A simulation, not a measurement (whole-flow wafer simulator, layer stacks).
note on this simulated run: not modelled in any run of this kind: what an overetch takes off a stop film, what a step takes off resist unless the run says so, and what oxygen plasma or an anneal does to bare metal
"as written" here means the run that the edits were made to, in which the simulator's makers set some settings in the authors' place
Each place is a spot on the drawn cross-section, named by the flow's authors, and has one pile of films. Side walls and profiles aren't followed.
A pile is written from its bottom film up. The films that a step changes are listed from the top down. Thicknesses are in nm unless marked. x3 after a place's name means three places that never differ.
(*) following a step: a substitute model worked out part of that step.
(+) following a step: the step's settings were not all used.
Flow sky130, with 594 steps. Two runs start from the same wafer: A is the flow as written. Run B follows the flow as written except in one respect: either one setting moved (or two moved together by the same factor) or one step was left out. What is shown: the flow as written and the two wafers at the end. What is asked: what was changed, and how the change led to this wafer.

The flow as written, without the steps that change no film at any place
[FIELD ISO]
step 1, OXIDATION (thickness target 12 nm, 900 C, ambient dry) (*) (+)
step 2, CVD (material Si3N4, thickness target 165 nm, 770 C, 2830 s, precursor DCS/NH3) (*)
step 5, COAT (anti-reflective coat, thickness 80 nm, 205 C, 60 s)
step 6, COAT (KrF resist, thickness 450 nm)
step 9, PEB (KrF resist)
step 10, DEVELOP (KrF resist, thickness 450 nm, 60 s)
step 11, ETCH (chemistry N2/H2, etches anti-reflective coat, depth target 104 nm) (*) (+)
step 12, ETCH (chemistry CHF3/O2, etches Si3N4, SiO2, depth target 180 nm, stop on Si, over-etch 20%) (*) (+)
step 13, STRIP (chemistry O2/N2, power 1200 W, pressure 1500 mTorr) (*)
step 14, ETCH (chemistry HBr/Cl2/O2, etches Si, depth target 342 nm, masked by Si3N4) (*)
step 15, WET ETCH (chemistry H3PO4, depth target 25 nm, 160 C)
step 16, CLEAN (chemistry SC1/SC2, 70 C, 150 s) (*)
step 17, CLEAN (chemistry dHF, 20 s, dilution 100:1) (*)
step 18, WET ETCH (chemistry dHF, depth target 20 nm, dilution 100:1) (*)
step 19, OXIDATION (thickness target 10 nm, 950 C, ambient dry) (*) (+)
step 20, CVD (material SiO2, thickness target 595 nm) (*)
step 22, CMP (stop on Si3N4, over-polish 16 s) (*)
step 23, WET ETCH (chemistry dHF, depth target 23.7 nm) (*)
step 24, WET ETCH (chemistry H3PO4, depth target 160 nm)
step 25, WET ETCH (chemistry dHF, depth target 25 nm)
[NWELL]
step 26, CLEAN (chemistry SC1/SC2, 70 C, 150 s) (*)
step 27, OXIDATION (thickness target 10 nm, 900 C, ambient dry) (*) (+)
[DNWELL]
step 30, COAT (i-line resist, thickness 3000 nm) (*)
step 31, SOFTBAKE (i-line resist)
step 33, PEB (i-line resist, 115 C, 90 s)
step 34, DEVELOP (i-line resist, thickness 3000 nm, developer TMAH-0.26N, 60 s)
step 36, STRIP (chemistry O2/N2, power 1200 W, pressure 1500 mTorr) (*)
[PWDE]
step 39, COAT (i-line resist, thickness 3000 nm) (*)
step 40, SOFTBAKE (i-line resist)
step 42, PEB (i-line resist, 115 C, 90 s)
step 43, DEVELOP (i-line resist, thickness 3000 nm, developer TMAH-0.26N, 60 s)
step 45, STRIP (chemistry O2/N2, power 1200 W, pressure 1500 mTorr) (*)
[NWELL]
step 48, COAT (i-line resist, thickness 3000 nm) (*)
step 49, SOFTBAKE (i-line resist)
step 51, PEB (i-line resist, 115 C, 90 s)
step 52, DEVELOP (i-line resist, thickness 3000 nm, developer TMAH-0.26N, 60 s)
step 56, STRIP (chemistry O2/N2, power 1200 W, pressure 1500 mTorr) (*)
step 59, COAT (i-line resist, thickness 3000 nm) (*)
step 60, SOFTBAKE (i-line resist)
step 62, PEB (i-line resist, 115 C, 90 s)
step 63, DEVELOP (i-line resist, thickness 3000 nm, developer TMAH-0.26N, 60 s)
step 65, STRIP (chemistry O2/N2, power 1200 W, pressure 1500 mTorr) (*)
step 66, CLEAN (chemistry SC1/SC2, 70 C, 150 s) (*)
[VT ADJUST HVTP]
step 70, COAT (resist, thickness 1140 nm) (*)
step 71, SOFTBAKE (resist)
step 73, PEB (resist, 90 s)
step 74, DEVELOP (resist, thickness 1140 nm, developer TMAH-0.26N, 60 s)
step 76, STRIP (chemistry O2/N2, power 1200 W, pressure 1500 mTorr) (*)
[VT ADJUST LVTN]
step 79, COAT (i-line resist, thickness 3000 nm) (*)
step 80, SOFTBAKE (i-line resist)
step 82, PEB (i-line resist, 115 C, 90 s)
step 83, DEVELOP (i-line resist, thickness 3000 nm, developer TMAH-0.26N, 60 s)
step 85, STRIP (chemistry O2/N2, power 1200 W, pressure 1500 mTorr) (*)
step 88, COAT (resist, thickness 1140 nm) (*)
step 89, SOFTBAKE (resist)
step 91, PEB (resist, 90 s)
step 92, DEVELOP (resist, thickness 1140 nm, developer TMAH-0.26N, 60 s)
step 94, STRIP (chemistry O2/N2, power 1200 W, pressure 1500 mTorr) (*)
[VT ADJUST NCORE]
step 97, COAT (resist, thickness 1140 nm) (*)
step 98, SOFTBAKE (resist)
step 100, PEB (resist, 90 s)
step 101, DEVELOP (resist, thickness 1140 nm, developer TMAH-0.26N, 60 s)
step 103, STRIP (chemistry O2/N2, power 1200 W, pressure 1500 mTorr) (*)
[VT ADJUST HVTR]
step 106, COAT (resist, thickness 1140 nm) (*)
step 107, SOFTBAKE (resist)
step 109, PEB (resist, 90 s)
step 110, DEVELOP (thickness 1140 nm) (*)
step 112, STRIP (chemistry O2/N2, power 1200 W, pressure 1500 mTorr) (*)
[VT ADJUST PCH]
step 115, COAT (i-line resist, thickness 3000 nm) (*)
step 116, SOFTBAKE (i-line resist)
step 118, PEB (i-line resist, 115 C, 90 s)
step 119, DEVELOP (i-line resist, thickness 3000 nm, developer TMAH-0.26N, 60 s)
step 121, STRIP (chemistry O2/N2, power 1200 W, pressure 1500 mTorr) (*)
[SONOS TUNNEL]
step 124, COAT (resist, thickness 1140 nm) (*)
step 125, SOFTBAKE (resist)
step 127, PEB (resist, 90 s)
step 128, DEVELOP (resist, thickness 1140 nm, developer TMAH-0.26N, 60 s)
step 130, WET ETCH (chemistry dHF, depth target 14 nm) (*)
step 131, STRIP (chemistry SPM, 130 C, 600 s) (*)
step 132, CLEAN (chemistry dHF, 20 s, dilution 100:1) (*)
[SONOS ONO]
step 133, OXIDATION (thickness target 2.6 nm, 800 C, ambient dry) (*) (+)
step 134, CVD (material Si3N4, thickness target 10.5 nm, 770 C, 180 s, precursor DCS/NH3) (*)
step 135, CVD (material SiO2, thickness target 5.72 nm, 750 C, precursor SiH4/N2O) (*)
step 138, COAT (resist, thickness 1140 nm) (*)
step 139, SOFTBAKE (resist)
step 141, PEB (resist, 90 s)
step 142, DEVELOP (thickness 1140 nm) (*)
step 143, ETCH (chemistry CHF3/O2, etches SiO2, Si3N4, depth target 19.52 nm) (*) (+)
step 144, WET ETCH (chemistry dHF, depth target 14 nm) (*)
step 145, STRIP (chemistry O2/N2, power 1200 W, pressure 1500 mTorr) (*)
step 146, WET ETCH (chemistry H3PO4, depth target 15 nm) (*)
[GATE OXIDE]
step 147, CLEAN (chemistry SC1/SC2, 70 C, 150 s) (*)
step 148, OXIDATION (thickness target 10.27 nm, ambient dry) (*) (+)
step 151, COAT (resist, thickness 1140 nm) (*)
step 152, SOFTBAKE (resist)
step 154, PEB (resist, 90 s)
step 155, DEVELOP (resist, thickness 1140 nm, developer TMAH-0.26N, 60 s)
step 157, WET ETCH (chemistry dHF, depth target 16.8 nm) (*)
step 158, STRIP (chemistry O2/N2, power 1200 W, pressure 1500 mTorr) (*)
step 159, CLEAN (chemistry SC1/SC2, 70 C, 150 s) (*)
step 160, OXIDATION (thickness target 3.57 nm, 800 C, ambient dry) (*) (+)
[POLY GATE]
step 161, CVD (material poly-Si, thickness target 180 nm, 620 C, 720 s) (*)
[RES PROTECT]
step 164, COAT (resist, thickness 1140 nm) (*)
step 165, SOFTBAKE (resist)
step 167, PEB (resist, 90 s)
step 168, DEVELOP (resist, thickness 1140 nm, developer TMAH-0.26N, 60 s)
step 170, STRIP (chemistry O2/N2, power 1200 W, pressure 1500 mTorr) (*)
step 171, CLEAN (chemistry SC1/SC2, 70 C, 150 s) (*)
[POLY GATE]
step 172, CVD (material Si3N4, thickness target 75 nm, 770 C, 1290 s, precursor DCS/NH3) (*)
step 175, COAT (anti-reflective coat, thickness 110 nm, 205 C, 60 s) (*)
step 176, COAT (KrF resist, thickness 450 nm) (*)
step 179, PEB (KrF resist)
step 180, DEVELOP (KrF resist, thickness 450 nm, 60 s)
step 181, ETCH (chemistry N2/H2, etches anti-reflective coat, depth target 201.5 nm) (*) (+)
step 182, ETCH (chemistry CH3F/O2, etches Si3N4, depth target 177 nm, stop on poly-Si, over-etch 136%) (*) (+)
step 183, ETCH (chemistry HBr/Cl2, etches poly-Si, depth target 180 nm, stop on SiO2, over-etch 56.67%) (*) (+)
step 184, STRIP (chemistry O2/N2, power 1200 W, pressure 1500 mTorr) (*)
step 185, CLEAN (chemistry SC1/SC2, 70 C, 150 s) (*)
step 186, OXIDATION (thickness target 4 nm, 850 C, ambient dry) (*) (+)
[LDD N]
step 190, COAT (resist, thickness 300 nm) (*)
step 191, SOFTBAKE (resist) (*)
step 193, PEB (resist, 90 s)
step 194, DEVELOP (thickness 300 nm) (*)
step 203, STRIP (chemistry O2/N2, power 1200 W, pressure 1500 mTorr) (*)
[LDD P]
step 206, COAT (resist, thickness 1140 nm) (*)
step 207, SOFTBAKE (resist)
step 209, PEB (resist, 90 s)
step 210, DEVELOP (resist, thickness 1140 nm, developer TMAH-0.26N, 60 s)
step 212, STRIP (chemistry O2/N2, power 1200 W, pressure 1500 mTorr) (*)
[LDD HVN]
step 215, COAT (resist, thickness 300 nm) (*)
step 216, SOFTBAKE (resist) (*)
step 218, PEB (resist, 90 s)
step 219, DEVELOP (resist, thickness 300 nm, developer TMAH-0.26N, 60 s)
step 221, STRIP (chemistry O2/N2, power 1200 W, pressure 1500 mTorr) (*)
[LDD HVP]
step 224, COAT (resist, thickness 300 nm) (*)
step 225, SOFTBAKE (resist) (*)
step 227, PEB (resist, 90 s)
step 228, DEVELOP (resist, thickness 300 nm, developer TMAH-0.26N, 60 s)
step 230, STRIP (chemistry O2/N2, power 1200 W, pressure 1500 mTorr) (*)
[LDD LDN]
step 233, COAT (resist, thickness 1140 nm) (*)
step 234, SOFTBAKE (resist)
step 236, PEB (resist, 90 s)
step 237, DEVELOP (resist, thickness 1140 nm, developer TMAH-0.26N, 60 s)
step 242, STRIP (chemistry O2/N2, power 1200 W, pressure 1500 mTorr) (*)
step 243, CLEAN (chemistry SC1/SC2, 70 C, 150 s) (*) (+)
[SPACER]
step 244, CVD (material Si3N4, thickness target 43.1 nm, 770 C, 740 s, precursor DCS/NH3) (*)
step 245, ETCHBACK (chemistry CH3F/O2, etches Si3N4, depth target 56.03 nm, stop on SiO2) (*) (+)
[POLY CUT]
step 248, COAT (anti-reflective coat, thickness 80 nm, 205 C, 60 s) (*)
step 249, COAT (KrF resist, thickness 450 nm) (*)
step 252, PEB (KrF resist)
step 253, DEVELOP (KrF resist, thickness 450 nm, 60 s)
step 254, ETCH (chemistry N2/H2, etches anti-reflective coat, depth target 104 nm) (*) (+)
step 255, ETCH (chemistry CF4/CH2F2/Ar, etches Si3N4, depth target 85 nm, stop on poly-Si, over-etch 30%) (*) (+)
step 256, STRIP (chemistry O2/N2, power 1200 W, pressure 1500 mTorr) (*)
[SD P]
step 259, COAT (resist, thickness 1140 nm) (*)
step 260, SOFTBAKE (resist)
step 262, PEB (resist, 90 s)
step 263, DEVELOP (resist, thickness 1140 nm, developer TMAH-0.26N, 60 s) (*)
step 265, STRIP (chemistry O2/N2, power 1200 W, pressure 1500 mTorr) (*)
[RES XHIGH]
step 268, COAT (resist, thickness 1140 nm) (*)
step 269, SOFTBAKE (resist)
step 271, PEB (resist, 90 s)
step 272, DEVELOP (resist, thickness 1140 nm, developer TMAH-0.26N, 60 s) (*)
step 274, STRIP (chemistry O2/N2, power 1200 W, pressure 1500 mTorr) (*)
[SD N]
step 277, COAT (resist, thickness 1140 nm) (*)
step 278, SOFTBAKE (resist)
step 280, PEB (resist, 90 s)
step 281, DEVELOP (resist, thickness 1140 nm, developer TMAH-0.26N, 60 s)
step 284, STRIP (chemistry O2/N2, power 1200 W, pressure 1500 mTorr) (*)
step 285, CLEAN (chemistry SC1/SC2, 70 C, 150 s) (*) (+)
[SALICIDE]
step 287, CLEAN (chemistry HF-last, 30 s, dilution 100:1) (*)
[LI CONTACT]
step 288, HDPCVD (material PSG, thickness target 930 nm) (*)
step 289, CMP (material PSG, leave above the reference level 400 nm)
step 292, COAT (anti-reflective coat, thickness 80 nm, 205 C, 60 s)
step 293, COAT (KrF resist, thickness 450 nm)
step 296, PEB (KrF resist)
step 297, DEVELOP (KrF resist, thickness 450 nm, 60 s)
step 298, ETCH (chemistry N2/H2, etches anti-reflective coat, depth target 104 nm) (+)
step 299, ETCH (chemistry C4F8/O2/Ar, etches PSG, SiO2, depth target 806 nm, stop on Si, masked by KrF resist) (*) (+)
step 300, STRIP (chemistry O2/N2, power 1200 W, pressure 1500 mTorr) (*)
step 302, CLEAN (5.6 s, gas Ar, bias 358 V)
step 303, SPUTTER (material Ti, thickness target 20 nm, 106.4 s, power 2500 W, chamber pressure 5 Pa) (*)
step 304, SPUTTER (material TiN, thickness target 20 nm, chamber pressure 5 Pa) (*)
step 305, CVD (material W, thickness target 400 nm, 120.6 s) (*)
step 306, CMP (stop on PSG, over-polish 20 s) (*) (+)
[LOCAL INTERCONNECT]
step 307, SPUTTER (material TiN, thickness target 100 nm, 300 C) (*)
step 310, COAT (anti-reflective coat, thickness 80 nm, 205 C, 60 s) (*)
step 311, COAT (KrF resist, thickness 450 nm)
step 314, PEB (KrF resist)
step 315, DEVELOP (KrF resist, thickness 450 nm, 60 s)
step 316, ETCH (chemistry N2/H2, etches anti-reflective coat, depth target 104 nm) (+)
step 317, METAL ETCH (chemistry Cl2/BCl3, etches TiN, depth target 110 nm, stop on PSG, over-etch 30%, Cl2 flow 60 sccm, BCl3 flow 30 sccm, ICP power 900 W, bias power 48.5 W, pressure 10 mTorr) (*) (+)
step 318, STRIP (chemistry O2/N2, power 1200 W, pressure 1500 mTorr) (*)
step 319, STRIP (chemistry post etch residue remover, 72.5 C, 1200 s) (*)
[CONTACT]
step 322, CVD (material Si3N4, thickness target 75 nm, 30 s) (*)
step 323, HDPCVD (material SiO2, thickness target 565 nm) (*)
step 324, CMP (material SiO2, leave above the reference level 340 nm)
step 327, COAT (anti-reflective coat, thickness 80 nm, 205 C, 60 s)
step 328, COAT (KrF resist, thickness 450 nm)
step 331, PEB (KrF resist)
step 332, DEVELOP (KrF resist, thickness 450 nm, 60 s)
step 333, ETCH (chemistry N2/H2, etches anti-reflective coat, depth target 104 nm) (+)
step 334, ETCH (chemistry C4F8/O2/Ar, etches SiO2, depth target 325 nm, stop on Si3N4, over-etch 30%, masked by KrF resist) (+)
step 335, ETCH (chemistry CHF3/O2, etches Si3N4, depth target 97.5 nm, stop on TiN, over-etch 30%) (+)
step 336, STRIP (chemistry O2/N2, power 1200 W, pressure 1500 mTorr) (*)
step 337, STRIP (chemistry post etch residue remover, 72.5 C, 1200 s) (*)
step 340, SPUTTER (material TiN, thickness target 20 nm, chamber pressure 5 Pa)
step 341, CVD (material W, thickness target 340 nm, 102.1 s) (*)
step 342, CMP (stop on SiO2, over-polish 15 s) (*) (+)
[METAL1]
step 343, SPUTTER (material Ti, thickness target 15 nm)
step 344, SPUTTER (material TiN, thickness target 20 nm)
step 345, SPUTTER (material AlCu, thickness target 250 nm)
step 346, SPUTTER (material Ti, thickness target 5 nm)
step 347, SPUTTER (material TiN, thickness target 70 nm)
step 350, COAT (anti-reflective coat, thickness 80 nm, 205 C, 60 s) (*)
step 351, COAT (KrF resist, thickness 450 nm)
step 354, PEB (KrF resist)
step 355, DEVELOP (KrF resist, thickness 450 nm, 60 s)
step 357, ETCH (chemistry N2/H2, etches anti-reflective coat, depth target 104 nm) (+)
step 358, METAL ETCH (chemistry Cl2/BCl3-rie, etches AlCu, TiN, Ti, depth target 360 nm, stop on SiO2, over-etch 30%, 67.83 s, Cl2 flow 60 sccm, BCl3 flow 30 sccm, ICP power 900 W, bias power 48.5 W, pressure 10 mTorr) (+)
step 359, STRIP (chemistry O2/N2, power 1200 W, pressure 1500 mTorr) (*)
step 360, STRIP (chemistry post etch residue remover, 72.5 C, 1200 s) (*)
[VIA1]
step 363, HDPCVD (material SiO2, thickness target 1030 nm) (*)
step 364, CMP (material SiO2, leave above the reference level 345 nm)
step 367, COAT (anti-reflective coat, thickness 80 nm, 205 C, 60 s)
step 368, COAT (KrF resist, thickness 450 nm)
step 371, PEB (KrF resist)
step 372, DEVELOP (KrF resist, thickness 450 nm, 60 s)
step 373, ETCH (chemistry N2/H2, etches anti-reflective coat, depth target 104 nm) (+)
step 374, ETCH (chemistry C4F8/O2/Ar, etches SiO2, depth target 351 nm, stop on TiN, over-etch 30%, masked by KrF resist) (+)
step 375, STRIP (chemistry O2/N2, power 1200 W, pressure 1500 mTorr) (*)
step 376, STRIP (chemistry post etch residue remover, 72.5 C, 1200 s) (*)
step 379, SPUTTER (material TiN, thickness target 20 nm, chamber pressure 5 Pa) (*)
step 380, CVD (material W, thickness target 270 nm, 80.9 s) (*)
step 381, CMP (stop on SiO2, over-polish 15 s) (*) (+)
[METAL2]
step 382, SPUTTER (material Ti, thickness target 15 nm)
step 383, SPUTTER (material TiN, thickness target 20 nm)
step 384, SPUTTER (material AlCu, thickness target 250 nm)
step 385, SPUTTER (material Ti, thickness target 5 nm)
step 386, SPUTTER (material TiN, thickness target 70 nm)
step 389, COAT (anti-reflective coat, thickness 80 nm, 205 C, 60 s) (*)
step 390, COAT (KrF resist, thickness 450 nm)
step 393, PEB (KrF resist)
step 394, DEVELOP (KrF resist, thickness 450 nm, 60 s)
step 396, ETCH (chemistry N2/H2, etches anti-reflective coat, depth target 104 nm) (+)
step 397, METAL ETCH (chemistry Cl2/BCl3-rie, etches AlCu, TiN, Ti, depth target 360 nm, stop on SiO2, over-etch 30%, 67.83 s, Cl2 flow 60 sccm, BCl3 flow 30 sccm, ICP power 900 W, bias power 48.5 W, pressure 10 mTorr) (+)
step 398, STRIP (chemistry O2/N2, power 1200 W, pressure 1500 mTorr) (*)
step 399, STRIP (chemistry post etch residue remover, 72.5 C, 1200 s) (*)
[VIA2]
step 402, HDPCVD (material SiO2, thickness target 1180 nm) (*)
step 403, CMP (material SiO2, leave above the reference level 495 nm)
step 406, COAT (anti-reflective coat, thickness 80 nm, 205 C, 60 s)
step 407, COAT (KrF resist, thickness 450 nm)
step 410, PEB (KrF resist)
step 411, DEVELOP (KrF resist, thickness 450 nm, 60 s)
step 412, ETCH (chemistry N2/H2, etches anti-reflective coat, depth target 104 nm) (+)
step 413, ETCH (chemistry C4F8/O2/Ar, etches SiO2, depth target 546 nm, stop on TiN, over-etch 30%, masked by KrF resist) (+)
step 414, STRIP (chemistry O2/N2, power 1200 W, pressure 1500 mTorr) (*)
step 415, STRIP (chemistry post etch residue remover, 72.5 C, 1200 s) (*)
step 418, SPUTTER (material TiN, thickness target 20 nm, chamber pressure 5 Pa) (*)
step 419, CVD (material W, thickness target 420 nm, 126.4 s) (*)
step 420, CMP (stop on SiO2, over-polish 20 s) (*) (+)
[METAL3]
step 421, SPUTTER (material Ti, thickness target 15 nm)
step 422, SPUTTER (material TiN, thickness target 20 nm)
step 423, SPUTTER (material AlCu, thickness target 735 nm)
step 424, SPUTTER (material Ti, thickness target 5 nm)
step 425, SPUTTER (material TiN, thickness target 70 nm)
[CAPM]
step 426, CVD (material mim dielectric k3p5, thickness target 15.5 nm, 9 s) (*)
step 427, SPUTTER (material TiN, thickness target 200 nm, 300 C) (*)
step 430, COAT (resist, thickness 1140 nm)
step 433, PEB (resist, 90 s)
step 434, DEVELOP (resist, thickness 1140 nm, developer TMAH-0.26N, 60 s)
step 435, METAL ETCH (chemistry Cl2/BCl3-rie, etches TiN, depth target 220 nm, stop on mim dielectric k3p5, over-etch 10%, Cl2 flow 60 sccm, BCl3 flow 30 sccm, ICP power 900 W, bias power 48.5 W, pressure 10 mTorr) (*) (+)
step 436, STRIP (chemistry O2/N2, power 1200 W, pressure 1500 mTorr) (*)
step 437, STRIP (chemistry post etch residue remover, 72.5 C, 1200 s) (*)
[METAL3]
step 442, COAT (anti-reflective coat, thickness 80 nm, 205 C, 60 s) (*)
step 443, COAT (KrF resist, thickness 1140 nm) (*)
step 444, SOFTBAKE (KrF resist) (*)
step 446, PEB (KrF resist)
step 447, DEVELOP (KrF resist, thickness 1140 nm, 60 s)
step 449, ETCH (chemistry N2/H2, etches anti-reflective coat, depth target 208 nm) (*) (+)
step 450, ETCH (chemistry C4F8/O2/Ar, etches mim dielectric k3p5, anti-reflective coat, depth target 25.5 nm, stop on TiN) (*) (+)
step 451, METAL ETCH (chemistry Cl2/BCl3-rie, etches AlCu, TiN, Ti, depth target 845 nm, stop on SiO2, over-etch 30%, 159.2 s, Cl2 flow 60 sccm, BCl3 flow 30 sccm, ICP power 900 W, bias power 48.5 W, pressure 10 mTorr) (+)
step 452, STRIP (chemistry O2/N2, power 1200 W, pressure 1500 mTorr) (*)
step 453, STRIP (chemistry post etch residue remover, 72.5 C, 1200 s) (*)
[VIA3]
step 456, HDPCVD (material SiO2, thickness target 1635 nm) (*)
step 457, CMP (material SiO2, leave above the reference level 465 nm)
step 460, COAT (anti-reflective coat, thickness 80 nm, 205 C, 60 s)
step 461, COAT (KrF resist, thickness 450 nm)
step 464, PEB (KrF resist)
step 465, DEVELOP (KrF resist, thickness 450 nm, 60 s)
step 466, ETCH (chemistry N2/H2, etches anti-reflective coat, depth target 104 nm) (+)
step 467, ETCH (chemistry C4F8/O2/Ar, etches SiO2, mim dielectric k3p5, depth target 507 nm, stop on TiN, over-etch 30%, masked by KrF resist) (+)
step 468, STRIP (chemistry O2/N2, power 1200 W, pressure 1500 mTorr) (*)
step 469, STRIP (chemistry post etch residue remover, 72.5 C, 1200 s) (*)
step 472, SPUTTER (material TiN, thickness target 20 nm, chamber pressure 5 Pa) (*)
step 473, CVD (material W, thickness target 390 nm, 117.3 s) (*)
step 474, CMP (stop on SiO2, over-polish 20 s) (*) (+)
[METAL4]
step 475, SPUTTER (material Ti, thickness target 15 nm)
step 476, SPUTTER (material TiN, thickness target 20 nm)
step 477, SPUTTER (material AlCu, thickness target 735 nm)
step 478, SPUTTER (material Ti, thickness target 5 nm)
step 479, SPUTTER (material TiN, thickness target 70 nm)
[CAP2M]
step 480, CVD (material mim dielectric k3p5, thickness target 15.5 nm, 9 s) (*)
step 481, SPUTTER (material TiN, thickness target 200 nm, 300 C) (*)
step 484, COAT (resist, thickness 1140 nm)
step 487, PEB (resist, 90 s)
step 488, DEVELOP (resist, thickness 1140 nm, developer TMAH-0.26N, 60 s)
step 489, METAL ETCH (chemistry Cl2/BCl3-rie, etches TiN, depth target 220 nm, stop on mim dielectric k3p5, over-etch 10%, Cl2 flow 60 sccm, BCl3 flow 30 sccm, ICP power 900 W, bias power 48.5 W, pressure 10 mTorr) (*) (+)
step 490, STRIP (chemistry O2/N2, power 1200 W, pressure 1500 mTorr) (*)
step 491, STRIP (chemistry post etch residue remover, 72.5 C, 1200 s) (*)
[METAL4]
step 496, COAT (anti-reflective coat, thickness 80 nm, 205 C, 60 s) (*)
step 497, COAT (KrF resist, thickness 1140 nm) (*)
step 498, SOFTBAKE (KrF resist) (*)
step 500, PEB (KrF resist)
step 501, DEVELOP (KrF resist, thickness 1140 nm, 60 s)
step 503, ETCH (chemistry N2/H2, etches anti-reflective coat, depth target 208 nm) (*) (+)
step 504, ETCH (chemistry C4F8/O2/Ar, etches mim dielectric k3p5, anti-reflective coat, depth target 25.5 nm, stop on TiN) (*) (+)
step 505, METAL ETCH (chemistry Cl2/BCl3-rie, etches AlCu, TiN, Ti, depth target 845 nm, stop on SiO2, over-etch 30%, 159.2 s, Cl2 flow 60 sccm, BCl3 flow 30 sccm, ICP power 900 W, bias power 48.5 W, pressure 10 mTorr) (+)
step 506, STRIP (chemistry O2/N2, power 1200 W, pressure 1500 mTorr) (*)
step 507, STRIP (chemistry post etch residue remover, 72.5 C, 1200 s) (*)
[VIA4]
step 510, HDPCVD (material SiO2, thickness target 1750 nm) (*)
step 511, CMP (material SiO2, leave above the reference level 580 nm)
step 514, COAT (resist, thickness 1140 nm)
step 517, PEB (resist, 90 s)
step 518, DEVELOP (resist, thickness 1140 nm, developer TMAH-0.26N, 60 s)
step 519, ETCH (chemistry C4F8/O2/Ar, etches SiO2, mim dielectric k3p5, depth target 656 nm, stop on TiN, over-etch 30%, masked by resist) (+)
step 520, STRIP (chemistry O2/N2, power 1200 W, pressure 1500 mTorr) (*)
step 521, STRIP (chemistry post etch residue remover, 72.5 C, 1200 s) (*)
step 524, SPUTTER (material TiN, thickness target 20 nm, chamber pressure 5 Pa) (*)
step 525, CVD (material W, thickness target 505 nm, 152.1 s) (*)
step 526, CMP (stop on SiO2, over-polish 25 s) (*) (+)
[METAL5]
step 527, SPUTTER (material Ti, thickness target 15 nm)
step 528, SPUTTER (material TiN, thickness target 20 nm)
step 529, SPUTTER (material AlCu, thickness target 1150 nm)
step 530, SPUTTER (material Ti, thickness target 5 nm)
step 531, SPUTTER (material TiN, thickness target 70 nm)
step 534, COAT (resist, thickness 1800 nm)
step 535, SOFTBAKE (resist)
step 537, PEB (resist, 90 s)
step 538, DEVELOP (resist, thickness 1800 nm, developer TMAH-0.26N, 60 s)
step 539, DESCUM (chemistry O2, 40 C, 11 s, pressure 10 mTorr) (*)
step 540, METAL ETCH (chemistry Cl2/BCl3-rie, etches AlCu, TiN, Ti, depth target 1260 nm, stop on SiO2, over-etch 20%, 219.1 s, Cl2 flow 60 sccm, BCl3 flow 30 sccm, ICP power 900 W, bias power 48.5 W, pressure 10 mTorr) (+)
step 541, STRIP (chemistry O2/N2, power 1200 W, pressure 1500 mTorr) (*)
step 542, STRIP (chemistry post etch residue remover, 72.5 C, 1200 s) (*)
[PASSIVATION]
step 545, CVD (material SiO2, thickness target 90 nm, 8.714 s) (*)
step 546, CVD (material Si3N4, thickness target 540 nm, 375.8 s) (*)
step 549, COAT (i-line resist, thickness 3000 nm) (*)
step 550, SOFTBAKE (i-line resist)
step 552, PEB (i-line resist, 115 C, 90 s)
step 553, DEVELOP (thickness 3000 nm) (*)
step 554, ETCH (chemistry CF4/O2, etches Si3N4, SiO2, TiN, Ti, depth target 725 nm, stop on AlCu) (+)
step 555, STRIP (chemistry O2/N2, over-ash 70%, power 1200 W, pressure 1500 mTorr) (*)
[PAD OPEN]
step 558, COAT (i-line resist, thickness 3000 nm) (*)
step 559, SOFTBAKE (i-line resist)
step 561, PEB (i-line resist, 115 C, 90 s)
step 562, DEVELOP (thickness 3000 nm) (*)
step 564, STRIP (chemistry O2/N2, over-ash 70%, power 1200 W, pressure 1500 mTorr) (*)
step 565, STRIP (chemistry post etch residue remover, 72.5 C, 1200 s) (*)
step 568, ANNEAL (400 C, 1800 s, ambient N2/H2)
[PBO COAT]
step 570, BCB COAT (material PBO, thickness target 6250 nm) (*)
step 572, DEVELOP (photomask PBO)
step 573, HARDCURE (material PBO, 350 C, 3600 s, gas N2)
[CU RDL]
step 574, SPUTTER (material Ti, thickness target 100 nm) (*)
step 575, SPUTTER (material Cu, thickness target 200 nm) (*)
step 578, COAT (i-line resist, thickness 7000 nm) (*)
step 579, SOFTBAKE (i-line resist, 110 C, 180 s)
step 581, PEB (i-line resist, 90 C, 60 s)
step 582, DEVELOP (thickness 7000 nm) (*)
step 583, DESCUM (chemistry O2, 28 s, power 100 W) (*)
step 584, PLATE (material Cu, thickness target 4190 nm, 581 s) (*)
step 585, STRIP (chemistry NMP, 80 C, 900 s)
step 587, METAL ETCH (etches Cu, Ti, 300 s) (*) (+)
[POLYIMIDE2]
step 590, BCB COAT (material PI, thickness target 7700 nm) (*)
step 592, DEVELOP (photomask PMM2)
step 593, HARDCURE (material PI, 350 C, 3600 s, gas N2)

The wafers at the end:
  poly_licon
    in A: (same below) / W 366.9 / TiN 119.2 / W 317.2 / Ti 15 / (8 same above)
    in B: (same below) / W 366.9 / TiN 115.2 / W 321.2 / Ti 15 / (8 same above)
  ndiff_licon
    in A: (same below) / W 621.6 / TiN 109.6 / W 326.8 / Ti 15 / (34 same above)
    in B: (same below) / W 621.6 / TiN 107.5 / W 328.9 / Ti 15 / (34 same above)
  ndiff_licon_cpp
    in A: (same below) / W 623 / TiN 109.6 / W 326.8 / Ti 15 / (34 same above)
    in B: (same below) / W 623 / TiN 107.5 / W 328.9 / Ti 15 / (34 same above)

What caused this: step 340, SPUTTER: thickness target 16 nm was run, whereas the flow has thickness target 20 nm.

The path from the change to this, step by step:
  step 340, SPUTTER (material TiN, thickness target 20 nm, chamber pressure 5 Pa)
      field, active, n_well and 184 more: A +20 TiN (new film) | B +16 TiN (new film)
      ndiff_licon_cpp, rpo_hd_licon: A +10.4 TiN | B +8.35 TiN
      (and at 2 other places as well)
  step 342, CMP (stop on SiO2, over-polish 15 s) (*) (+)
      field, active, n_well and 184 more: A -340 W (all of it), -20 TiN (all of it), -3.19 SiO2 | B -340 W (all of it), -16 TiN (all of it), -3.19 SiO2
      poly_licon: A -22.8 W | B -18.8 W
